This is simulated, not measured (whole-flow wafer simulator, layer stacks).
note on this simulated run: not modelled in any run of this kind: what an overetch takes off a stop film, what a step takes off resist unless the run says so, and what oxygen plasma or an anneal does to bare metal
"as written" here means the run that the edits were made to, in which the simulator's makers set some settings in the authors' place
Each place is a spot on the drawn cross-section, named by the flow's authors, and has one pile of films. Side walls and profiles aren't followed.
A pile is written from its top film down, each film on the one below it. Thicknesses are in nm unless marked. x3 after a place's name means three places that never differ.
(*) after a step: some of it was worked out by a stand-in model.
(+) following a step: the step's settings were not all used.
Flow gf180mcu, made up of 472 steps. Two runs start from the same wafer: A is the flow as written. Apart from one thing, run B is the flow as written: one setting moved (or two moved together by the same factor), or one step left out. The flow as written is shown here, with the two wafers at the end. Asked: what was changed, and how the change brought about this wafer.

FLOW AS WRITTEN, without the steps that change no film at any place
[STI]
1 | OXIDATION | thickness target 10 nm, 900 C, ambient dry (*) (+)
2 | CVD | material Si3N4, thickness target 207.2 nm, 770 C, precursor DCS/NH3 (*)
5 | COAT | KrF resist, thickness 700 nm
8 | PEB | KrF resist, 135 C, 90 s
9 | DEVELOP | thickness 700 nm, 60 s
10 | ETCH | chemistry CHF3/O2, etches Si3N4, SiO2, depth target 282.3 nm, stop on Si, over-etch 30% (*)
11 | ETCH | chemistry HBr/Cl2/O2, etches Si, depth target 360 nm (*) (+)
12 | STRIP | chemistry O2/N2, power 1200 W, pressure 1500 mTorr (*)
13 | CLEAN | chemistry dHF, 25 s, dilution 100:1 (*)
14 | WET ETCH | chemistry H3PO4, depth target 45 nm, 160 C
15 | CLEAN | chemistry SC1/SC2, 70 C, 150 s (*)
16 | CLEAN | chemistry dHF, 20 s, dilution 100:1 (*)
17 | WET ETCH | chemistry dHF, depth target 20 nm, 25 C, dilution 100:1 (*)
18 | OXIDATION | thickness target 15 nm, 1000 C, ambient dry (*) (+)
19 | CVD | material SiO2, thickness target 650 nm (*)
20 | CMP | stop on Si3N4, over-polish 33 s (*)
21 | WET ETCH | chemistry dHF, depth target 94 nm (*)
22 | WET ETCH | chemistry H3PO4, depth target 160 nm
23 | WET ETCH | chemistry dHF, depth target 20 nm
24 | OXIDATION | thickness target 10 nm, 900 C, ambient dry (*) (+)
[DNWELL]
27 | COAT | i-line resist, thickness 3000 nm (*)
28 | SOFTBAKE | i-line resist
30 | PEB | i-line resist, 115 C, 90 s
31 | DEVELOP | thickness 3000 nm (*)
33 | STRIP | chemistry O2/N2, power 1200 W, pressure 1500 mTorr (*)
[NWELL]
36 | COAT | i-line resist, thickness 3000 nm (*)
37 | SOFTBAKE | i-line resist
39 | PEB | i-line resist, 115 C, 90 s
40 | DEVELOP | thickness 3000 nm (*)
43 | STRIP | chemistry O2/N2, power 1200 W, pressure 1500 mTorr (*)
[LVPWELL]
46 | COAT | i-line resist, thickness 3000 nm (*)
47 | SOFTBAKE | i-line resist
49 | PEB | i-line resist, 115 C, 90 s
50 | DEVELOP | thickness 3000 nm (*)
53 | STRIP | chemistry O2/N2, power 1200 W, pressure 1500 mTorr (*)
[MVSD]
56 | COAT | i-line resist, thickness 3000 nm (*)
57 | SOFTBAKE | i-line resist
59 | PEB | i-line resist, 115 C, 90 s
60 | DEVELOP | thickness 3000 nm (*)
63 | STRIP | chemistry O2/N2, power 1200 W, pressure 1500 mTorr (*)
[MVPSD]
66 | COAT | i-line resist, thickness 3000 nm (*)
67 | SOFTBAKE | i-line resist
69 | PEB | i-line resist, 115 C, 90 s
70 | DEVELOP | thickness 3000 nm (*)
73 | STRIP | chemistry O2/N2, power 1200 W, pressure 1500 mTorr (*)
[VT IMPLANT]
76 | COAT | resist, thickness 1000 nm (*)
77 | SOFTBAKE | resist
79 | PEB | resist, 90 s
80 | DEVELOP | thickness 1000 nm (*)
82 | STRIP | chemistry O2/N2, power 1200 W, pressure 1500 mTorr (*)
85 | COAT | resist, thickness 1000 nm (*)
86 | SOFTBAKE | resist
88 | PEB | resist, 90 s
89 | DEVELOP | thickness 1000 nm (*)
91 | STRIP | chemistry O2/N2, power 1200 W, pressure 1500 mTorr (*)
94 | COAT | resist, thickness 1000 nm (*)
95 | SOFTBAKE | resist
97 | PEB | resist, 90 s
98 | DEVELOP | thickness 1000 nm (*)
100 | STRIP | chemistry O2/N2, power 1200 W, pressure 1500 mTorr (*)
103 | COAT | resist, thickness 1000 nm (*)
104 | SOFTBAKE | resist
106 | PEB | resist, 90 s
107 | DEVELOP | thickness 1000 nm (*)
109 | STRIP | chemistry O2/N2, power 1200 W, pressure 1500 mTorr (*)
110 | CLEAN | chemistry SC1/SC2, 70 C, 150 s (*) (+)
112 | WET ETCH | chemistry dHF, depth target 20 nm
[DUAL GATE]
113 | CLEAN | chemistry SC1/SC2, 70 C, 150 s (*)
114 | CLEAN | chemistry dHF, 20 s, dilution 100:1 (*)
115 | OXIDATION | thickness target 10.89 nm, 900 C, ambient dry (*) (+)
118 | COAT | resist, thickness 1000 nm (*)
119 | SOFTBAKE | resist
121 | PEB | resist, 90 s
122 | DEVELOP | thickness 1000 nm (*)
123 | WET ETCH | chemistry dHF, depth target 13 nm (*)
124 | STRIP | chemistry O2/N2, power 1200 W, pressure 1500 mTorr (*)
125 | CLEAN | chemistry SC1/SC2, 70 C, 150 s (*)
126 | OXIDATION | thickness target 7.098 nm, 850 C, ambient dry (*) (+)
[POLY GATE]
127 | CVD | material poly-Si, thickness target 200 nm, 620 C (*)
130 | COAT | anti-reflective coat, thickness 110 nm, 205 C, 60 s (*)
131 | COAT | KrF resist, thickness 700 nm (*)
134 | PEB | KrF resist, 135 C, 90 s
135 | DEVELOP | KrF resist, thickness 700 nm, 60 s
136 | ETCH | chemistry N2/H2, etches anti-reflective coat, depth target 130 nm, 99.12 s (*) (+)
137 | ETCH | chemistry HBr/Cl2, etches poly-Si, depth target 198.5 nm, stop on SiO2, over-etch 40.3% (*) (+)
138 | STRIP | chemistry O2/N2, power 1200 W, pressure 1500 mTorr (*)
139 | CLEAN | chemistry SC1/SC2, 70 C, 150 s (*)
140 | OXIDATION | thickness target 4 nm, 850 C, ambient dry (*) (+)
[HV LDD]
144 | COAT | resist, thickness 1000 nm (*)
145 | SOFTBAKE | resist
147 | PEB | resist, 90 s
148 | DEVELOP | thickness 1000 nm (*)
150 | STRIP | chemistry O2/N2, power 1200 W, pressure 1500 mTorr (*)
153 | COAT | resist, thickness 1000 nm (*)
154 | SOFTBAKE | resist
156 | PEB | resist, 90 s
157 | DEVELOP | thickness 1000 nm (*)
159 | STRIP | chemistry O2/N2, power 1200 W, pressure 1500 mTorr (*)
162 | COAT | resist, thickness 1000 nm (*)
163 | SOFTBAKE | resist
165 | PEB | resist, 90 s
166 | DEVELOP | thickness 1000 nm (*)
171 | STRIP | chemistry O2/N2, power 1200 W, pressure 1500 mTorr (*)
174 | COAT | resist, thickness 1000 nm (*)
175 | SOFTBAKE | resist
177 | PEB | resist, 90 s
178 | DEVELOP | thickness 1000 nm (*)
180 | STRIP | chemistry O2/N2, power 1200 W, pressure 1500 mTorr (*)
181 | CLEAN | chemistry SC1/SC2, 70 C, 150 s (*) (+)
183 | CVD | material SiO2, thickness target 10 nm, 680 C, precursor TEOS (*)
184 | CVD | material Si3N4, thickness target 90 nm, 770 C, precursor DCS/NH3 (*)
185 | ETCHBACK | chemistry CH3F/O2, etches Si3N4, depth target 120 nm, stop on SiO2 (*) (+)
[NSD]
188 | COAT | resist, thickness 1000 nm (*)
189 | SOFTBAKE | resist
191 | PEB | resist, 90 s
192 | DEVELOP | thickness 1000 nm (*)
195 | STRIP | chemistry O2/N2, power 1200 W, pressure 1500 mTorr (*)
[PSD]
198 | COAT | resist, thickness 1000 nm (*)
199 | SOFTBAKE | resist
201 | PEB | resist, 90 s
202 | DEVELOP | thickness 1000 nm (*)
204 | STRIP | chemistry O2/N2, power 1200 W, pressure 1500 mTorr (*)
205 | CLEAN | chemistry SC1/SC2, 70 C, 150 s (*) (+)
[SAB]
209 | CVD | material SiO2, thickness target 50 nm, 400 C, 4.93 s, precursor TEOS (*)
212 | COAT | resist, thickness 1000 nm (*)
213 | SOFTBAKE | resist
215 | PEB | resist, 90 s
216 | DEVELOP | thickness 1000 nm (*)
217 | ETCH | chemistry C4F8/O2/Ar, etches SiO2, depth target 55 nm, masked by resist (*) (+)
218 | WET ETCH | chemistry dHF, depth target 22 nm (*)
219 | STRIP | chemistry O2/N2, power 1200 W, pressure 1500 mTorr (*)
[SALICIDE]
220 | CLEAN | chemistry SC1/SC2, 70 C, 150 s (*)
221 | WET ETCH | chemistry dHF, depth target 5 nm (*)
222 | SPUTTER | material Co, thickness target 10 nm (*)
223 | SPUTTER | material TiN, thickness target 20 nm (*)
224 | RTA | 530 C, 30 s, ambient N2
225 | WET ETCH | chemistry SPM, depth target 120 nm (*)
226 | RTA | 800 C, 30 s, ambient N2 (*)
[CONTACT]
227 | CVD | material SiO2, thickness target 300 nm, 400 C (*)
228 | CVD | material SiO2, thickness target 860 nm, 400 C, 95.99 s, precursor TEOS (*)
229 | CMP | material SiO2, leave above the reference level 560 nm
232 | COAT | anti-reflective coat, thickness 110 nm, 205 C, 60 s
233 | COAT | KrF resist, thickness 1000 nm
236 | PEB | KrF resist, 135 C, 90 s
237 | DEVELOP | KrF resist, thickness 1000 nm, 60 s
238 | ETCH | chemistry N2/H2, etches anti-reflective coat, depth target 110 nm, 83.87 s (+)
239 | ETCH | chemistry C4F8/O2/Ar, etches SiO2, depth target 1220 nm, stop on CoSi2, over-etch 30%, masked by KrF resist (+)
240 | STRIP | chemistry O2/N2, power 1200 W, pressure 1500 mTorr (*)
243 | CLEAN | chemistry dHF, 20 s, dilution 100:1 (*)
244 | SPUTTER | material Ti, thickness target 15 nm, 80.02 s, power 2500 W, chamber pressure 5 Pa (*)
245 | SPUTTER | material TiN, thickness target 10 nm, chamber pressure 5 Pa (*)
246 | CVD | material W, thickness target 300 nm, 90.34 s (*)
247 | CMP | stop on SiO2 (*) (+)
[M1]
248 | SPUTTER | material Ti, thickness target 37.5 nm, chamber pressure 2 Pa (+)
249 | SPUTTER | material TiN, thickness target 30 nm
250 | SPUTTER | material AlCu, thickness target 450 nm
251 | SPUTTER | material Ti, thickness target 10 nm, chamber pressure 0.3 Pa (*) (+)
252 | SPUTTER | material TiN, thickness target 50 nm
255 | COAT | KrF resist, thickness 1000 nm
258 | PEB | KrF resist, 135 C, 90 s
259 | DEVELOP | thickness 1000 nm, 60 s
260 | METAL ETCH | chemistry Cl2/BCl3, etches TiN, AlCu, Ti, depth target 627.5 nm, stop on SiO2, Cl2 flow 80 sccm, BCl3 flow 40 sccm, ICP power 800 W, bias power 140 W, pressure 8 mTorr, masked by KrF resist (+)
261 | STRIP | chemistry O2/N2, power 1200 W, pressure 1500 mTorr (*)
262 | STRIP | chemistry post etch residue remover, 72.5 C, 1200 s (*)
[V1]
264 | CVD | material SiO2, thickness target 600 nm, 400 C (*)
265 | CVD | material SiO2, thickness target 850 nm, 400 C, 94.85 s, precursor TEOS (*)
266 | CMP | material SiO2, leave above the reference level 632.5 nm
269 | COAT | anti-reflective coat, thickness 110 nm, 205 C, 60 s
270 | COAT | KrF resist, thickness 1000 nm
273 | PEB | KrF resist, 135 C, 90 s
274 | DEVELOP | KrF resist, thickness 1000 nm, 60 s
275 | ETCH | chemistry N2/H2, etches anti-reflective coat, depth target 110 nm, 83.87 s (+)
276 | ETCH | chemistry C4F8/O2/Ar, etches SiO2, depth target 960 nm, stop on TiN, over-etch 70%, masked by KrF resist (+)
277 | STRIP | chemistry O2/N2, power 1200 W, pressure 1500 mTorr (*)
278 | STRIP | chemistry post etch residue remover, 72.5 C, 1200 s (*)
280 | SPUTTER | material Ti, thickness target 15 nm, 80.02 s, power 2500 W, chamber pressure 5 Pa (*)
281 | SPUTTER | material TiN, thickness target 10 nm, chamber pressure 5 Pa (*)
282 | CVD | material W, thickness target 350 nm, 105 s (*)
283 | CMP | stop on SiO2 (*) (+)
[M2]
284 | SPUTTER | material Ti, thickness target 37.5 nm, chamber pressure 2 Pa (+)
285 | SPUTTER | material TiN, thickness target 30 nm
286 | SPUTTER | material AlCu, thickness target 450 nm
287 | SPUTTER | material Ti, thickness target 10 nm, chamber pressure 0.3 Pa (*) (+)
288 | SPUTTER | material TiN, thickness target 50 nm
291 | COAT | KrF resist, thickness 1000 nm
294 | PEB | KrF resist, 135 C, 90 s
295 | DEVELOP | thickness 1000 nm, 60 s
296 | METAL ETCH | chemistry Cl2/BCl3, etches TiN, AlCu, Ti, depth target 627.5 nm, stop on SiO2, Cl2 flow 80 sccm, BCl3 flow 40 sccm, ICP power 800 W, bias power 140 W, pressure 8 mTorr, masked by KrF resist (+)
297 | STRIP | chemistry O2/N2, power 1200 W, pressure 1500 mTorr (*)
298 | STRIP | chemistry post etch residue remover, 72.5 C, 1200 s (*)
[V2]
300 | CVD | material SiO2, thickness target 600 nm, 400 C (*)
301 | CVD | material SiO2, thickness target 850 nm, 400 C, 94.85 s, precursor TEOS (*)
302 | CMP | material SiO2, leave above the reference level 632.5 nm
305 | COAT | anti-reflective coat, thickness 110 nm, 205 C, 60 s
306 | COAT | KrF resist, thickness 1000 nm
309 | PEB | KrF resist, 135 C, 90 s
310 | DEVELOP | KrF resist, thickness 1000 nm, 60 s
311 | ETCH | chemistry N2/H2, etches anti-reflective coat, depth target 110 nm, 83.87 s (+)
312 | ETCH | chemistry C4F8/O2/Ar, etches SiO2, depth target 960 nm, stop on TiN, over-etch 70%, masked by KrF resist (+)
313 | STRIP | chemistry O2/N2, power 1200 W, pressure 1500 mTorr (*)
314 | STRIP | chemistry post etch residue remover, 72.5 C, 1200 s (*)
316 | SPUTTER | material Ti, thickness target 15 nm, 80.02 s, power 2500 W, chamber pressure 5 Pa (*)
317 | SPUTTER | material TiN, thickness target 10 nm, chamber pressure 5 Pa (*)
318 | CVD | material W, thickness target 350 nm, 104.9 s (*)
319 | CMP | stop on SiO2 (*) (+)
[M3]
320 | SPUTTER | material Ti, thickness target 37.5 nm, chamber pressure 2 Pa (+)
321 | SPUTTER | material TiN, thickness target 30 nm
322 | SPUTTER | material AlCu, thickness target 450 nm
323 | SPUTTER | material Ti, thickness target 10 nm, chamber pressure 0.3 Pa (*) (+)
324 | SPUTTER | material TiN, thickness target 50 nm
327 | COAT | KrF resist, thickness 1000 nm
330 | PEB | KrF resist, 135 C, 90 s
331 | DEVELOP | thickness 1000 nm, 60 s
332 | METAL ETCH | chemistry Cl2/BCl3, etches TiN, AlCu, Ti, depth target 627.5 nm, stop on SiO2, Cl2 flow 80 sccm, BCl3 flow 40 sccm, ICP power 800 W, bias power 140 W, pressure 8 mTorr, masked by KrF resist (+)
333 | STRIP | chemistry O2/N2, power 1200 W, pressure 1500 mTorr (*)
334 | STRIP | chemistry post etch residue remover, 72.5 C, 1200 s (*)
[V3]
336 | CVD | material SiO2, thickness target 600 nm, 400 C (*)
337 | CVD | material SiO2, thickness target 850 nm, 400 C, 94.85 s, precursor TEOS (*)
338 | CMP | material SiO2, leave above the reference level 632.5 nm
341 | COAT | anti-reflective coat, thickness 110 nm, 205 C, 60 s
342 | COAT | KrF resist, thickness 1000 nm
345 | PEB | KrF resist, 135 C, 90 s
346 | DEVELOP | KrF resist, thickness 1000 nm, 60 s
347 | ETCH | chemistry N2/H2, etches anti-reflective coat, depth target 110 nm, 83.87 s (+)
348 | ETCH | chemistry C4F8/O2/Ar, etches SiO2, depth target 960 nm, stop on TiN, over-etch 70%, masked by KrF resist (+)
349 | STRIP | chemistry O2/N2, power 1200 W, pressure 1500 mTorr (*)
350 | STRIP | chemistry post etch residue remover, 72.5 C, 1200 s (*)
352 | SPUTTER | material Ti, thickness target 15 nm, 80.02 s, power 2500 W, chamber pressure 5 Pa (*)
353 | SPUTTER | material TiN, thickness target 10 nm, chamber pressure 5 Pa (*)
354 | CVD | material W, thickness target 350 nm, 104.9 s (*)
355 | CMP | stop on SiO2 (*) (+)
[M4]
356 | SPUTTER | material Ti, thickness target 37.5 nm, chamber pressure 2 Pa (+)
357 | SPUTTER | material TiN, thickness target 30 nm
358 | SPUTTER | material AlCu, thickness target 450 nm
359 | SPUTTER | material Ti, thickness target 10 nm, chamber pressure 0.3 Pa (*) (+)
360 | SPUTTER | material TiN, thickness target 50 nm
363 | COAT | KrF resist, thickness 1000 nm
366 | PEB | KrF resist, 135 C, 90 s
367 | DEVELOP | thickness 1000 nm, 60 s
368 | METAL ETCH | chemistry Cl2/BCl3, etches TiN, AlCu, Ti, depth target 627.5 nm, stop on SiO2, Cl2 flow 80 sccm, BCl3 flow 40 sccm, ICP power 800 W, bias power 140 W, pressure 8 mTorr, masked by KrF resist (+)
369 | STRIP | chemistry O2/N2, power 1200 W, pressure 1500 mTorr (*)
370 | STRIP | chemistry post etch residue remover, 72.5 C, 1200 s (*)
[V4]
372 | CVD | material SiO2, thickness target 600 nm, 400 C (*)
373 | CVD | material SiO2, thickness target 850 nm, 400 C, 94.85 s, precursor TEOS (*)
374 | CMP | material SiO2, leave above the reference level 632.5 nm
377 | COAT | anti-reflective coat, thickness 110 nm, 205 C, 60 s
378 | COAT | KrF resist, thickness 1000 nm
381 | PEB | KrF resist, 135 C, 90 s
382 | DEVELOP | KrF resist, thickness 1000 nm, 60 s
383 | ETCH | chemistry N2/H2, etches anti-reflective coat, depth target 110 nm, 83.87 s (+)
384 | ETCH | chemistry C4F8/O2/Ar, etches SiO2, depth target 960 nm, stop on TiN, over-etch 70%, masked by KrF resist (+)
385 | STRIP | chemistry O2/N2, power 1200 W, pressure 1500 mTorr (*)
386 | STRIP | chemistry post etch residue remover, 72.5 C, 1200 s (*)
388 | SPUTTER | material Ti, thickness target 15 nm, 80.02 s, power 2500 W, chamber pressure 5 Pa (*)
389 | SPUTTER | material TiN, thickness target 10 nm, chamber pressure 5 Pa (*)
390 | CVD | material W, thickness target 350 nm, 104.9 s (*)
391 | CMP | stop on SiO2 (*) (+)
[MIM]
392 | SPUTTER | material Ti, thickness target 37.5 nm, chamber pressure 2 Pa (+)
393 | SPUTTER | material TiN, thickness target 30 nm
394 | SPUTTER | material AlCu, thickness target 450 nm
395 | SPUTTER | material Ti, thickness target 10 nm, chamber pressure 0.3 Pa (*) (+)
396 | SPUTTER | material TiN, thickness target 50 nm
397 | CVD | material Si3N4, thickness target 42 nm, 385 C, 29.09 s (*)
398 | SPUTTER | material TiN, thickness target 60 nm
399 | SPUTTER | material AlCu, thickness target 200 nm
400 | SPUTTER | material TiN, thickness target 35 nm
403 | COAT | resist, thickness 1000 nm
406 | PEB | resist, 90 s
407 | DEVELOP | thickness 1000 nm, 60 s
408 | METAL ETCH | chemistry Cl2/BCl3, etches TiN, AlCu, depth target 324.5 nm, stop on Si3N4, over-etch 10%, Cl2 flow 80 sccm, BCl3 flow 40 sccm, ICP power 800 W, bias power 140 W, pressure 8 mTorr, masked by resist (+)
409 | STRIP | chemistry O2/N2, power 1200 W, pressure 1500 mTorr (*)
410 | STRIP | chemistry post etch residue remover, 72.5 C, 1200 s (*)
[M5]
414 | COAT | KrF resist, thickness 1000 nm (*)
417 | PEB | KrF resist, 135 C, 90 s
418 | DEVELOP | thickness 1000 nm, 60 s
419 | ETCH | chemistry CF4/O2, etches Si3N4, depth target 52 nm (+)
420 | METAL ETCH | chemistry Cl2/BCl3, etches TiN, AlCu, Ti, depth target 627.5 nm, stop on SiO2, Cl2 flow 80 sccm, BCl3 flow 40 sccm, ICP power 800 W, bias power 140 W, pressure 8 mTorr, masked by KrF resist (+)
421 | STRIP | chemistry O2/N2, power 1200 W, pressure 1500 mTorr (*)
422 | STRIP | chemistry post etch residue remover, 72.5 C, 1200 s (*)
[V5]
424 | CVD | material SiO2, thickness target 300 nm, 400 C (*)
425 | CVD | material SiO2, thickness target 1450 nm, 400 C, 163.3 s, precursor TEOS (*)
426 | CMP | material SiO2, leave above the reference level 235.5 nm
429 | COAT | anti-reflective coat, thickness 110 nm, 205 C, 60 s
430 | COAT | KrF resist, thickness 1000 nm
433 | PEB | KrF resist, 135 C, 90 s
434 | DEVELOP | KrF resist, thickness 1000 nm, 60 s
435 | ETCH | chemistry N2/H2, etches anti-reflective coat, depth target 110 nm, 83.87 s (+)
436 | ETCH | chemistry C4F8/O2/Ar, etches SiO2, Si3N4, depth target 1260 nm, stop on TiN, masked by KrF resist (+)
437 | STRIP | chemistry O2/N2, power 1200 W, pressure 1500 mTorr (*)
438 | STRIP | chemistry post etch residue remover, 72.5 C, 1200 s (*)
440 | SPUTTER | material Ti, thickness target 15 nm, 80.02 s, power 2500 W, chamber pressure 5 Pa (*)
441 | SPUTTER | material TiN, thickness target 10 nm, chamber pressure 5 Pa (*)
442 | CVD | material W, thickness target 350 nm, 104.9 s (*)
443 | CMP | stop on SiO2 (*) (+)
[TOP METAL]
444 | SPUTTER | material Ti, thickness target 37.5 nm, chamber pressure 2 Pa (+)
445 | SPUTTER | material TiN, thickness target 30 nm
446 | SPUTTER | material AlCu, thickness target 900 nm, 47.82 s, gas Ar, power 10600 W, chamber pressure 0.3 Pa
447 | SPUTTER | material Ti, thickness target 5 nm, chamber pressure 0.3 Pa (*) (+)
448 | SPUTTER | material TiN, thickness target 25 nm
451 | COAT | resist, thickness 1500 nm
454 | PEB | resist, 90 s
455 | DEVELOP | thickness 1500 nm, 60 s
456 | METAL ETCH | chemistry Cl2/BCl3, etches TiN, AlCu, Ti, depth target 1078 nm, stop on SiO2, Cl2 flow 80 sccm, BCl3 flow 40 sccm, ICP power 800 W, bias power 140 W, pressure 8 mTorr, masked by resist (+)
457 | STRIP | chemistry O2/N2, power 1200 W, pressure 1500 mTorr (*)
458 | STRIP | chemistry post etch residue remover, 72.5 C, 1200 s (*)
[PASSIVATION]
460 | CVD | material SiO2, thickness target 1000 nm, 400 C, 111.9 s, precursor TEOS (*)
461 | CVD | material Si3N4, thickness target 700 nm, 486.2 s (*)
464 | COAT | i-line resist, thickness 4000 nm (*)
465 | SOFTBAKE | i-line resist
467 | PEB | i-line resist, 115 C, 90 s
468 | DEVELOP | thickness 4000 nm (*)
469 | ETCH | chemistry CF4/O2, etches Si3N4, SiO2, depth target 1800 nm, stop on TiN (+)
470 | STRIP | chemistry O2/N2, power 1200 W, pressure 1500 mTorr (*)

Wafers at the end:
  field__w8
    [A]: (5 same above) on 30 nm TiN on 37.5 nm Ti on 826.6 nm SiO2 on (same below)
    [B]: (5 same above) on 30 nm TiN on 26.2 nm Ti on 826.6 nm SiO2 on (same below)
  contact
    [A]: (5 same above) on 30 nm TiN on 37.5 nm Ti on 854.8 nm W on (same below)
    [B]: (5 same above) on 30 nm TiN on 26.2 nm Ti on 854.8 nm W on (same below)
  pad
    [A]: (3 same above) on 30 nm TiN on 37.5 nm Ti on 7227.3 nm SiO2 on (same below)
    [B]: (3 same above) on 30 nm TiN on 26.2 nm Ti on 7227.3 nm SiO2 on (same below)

What caused this: step 444, SPUTTER: thickness target 26.2 nm was run, while the flow as written has thickness target 37.5 nm.
The wafer itself shows it: field__w8 has Ti 26.2, and step 444 as written asks for 37.5 nm.

How this came from the change, step by step:
  444 | SPUTTER | material Ti, thickness target 37.5 nm, chamber pressure 2 Pa (+)
      field, field__w1, field__w2 and 109 more: A Ti gains 37.5 (new film) | B Ti gains 26.2 (new film)
  456 | METAL ETCH | chemistry Cl2/BCl3, etches TiN, AlCu, Ti, depth target 1078 nm, stop on SiO2, Cl2 flow 80 sccm, BCl3 flow 40 sccm, ICP power 800 W, bias power 140 W, pressure 8 mTorr, masked by resist (+)
      field, field__w1, field__w2 and 103 more: A TiN loses 25 (all of it), Ti loses 5 (all of it), AlCu loses 900 (all of it), TiN loses 30 (all of it), Ti loses 37.5 (all of it) | B TiN loses 25 (all of it), Ti loses 5 (all of it), AlCu loses 900 (all of it), TiN loses 30 (all of it), Ti loses 26.2 (all of it)
